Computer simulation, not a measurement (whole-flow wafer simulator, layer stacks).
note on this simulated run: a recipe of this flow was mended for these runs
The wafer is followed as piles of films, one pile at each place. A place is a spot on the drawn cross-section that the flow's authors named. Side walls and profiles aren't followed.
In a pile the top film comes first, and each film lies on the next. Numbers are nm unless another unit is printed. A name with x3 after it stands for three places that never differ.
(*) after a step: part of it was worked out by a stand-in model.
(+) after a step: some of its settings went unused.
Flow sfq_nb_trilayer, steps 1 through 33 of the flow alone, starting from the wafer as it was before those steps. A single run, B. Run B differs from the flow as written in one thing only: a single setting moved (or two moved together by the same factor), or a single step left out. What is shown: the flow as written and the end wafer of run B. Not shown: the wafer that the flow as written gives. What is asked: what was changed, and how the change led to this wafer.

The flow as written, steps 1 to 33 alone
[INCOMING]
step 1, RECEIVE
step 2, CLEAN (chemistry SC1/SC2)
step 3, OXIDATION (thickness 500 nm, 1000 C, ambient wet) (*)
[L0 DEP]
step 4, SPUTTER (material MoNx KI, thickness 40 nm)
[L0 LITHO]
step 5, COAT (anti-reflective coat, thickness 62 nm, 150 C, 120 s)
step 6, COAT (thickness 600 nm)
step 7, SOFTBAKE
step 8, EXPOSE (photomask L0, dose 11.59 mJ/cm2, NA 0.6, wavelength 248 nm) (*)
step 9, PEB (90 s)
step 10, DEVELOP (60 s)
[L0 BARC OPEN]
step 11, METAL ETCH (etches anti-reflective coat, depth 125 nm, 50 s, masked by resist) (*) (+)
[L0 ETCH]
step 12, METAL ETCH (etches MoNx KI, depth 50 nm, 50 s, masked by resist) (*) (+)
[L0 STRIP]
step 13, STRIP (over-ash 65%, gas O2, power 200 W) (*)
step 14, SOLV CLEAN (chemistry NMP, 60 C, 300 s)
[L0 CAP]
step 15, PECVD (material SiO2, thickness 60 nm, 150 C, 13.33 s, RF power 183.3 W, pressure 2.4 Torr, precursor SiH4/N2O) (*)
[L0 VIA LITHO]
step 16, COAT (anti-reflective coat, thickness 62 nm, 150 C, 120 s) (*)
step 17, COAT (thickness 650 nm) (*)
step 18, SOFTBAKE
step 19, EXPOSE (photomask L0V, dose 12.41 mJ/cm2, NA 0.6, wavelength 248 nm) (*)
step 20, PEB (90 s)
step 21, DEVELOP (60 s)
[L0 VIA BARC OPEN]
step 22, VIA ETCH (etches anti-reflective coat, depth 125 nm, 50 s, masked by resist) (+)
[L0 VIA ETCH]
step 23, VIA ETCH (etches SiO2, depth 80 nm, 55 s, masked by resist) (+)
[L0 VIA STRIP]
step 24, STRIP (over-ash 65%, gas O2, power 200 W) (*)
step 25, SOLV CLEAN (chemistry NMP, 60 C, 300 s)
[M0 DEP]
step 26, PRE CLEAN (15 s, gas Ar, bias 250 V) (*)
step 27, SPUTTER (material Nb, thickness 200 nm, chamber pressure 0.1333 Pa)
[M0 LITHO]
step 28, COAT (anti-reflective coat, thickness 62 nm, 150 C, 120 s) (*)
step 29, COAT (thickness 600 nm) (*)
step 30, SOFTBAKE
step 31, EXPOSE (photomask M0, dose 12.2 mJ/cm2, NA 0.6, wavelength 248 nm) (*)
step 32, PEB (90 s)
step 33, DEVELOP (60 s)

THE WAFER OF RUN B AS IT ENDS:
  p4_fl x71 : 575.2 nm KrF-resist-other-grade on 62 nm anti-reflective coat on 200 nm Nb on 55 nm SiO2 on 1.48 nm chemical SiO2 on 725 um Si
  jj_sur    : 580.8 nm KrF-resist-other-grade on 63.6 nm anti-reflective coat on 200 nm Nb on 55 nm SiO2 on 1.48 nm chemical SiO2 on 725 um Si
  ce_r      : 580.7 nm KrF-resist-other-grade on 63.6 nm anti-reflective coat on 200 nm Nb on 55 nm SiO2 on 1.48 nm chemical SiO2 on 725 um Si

Cause: step 3, OXIDATION: thickness 500 nm, 1000 C, ambient wet (*), was omitted.

How this came from the change, step by step:
  step 12, METAL ETCH (etches MoNx KI, depth 50 nm, 50 s, masked by resist) (*) (+)
      v_sur, via_wl, via_w and 97 more: MoNx KI loses 40 (all of it), chemical SiO2 loses 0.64 (all of it) (it would be, as written: MoNx KI loses 40 (all of it), SiO2 loses 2)
  step 13, STRIP (over-ash 65%, gas O2, power 200 W) (*)
      v_sur, via_wl, via_w and 97 more: chemical SiO2 gains 1.48 (new film), Si loses 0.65 (it would be, as written: nothing)
  step 15, PECVD (material SiO2, thickness 60 nm, 150 C, 13.33 s, RF power 183.3 W, pressure 2.4 Torr, precursor SiH4/N2O) (*)
      v_sur, via_wl, via_w and 97 more: SiO2 gains 60 (new film) (it would be, as written: SiO2 gains 60)
  step 28, COAT (anti-reflective coat, thickness 62 nm, 150 C, 120 s) (*)
      l0_sur: anti-reflective coat gains 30 (new film) (it would be, as written: anti-reflective coat gains 29.3 (new film))
